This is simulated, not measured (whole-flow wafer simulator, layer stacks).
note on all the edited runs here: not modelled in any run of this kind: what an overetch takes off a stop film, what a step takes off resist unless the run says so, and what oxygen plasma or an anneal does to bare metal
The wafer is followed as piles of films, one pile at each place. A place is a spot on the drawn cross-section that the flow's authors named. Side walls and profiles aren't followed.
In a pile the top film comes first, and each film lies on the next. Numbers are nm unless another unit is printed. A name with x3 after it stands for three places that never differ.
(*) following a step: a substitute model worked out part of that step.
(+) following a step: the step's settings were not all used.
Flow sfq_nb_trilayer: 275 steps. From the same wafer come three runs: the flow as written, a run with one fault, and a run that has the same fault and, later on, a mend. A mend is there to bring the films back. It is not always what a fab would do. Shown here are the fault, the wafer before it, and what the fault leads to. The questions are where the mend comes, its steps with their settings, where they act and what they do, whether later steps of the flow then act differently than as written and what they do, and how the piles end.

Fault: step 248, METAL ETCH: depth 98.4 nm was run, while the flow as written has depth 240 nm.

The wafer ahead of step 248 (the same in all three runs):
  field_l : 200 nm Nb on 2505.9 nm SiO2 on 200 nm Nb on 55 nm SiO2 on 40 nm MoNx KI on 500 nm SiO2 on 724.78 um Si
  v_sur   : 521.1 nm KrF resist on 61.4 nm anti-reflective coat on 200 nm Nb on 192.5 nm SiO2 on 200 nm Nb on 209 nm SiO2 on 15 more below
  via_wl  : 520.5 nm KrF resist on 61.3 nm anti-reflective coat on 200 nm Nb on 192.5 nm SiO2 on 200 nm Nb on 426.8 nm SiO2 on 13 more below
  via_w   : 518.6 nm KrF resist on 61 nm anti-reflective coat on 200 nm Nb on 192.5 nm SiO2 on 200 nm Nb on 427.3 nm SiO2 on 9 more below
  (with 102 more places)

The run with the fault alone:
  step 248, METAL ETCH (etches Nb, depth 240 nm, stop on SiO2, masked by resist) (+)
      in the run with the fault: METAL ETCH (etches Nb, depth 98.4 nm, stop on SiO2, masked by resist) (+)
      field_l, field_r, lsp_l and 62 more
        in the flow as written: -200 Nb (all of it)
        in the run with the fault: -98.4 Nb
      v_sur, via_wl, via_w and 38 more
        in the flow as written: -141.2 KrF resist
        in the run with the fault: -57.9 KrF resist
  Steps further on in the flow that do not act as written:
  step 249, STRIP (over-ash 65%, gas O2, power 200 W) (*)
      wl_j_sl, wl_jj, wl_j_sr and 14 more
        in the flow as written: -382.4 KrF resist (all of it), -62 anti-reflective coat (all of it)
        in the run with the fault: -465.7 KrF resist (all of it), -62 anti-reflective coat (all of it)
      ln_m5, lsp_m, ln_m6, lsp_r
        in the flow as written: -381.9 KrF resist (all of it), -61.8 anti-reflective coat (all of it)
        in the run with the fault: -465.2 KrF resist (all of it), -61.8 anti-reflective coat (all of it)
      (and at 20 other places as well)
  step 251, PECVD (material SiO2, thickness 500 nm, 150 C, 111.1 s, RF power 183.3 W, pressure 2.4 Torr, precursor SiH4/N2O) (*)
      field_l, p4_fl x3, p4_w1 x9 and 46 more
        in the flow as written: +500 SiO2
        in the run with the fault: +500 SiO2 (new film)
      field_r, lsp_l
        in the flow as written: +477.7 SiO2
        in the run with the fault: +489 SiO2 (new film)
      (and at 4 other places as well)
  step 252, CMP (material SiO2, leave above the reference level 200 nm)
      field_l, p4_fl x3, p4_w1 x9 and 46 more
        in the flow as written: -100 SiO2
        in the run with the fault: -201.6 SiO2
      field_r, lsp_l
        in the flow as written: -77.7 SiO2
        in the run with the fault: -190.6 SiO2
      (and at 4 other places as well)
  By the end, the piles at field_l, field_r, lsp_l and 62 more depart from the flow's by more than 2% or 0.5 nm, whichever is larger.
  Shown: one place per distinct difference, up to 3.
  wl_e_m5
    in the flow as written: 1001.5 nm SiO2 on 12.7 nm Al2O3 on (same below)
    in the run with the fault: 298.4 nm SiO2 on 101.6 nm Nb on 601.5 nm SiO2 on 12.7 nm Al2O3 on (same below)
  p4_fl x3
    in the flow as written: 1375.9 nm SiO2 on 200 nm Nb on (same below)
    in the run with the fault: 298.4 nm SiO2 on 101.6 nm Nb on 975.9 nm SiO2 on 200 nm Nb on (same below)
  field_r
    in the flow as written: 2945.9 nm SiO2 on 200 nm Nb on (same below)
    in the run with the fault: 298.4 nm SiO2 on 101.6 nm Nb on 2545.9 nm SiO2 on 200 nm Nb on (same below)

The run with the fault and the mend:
  The mend stands after step 248.
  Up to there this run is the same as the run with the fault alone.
  step 248a, METAL ETCH (etches Nb, depth 141.6 nm, stop on SiO2, masked by resist) (+) (the flow's step 248 again, with other settings)
      field_l, field_r, lsp_l and 62 more
        -101.6 Nb (all of it)
      v_sur, via_wl, via_w and 38 more
        -83.3 KrF resist
  None of the later steps of the flow acts differently than as written at any place that is followed.
  The piles end the same as the flow's at every place that both follow.
